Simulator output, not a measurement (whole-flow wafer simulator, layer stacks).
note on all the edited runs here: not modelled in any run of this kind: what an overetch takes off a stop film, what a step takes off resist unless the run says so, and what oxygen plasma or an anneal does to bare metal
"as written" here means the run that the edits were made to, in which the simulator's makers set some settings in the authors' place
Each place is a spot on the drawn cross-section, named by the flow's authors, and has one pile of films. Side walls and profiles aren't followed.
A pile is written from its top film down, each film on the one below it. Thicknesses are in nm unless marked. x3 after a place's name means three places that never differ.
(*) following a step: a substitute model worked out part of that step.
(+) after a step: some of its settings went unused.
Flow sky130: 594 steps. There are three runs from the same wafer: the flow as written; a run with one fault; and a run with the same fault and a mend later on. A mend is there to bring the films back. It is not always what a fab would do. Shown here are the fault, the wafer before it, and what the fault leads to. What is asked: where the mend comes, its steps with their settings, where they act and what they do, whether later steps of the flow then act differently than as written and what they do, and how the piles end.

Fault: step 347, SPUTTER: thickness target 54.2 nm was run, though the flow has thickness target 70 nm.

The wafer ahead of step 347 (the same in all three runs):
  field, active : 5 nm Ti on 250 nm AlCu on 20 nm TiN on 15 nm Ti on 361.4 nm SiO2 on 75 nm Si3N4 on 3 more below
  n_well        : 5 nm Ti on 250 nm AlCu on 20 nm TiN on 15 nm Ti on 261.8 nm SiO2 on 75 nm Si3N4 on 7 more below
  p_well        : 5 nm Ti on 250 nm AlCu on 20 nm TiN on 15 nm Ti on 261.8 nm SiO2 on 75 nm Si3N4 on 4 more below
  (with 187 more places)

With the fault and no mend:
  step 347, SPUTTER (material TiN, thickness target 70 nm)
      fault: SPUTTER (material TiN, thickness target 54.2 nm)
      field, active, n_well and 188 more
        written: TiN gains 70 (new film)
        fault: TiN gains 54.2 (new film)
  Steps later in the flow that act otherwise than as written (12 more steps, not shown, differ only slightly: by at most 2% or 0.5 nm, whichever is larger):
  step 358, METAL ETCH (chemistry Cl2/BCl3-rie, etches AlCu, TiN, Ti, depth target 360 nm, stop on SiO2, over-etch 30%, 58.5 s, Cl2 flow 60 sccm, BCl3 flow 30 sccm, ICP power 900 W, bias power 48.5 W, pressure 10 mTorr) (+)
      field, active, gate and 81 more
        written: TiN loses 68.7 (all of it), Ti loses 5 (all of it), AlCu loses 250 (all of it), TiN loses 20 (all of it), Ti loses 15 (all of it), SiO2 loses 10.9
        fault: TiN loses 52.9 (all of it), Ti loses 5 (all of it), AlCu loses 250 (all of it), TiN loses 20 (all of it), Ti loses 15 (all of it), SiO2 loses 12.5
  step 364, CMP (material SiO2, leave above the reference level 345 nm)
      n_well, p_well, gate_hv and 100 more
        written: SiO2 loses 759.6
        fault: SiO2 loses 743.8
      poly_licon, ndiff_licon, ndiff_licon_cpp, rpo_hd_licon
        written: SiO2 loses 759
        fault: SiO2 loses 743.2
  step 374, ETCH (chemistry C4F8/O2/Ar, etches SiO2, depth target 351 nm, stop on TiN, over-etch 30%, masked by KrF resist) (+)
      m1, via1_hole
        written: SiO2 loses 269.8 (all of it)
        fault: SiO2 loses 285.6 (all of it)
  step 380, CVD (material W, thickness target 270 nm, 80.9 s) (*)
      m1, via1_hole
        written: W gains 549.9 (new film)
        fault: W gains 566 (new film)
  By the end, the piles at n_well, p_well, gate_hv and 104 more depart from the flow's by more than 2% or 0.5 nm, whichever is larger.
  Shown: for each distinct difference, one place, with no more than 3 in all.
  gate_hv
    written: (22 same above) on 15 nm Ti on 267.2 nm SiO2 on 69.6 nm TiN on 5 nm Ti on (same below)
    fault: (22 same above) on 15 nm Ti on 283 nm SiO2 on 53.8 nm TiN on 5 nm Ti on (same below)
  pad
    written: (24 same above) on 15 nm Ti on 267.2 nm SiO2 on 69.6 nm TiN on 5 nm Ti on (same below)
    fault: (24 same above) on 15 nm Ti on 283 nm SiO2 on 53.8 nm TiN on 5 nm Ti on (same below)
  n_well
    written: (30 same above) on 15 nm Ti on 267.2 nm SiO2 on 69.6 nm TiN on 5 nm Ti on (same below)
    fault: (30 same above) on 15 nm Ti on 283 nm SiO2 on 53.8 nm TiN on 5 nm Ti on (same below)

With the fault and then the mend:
  After step 347 comes the mend.
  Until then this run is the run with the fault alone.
  step 347a, SPUTTER (material TiN, thickness target 15.8 nm) (the flow's step 347 again, with other settings)
      field, active, n_well and 188 more
        TiN gains 15.8
  Later steps of the flow that are run all act as written at every place that is followed.
  By the end, the piles equal the flow's at every place that both follow.
